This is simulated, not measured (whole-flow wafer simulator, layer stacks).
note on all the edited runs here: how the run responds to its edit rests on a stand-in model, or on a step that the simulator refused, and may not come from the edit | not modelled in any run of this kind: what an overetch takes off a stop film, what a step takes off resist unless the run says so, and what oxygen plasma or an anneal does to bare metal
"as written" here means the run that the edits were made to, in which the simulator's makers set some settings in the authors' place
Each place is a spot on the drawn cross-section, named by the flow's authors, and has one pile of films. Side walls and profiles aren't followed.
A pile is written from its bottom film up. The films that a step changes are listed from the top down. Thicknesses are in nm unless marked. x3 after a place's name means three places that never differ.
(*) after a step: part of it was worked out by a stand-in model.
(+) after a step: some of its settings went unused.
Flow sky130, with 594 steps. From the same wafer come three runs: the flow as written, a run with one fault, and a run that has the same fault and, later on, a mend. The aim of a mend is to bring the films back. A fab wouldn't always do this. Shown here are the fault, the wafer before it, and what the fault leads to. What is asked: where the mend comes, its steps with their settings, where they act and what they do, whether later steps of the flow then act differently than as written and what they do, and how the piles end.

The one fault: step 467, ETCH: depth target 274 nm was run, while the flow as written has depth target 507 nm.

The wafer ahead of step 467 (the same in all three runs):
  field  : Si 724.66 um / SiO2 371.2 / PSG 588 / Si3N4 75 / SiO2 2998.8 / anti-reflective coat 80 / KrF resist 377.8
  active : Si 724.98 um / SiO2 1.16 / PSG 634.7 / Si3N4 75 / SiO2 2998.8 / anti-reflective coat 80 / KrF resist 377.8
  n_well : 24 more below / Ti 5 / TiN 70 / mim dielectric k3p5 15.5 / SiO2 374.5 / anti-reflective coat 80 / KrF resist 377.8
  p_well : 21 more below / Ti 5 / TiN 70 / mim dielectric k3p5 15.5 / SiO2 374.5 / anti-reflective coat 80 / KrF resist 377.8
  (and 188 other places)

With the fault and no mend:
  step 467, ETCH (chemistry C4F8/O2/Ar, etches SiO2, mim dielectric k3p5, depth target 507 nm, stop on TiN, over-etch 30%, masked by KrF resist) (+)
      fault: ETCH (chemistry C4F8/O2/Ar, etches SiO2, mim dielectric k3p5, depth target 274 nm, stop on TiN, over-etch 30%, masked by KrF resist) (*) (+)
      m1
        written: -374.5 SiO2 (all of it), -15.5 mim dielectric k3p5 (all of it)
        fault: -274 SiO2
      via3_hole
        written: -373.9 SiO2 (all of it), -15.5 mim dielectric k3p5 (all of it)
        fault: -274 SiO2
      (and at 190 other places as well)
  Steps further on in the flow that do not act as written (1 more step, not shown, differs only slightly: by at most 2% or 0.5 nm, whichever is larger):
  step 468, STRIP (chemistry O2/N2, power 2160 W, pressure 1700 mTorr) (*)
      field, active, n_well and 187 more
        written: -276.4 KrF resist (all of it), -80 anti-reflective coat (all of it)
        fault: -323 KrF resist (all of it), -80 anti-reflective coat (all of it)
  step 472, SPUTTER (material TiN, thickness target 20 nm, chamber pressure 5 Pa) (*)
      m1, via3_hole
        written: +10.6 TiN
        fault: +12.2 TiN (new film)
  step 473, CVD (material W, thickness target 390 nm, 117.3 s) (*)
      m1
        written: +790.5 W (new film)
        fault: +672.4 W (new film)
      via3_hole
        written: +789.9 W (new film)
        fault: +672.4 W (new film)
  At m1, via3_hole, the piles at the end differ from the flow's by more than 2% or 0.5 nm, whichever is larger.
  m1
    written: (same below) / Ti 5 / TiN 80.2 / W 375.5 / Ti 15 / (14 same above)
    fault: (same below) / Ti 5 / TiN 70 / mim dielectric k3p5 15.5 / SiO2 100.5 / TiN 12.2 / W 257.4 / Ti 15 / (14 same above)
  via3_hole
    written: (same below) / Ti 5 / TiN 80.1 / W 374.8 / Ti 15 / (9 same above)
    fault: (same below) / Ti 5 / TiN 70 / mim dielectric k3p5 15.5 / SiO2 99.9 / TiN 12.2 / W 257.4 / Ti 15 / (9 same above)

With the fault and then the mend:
  After step 467 comes the mend.
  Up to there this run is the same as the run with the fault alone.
  step 467a, ETCH (chemistry C4F8/O2/Ar, etches SiO2, mim dielectric k3p5, depth target 233 nm, stop on TiN, over-etch 30%, masked by KrF resist) (+) (a further turn of the flow's step 467, with different settings)
      field, active, n_well and 187 more
        -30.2 KrF resist
      m1
        -100.5 SiO2 (all of it), -15.5 mim dielectric k3p5 (all of it)
      via3_hole
        -99.9 SiO2 (all of it), -15.5 mim dielectric k3p5 (all of it)
  Steps further on in the flow that do not act as written:
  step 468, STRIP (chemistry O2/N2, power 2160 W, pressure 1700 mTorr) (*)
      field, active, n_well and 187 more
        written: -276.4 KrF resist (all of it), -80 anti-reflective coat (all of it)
        mend: -292.9 KrF resist (all of it), -80 anti-reflective coat (all of it)
  By the end, the piles equal the flow's at every place that both follow.
